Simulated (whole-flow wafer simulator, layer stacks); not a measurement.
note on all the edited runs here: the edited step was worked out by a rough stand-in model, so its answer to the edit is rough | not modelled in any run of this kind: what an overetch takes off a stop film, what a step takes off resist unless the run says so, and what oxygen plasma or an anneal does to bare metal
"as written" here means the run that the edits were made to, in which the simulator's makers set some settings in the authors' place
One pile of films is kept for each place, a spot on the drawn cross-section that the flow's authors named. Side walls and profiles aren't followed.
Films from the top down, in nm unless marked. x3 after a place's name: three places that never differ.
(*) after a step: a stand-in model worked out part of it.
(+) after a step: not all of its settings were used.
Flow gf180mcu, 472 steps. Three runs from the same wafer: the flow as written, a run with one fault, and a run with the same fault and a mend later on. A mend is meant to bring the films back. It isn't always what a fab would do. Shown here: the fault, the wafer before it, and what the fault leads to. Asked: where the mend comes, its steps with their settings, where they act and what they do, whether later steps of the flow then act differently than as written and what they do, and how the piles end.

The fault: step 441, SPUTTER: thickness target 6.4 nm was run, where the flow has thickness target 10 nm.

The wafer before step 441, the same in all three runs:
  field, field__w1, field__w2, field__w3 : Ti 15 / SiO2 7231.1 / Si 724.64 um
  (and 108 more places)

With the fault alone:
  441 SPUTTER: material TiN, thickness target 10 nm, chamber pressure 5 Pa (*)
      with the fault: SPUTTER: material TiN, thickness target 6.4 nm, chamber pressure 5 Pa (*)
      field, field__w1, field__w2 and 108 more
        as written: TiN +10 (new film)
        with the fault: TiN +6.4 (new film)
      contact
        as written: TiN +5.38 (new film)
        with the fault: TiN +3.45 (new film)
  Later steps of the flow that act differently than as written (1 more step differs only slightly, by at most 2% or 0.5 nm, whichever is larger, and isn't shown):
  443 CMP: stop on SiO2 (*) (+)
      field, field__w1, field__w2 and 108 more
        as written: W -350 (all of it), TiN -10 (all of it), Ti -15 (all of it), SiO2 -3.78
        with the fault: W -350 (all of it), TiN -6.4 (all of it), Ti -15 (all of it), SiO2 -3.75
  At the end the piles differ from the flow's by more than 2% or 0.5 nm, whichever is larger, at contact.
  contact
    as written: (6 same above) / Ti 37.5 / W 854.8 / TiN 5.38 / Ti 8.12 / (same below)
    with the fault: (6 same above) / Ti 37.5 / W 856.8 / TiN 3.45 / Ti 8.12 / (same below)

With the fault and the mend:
  The mend comes after step 441.
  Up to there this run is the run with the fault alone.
  441a SPUTTER: material TiN, thickness target 3.6 nm, chamber pressure 5 Pa (*) (the flow's step 441 once more, with other settings)
      field, field__w1, field__w2 and 108 more
        TiN +3.6
      contact
        TiN +1.94
  No later step of the flow acts differently than as written at any place that is followed.
  At the end the piles are the same as the flow's at every place that both follow.
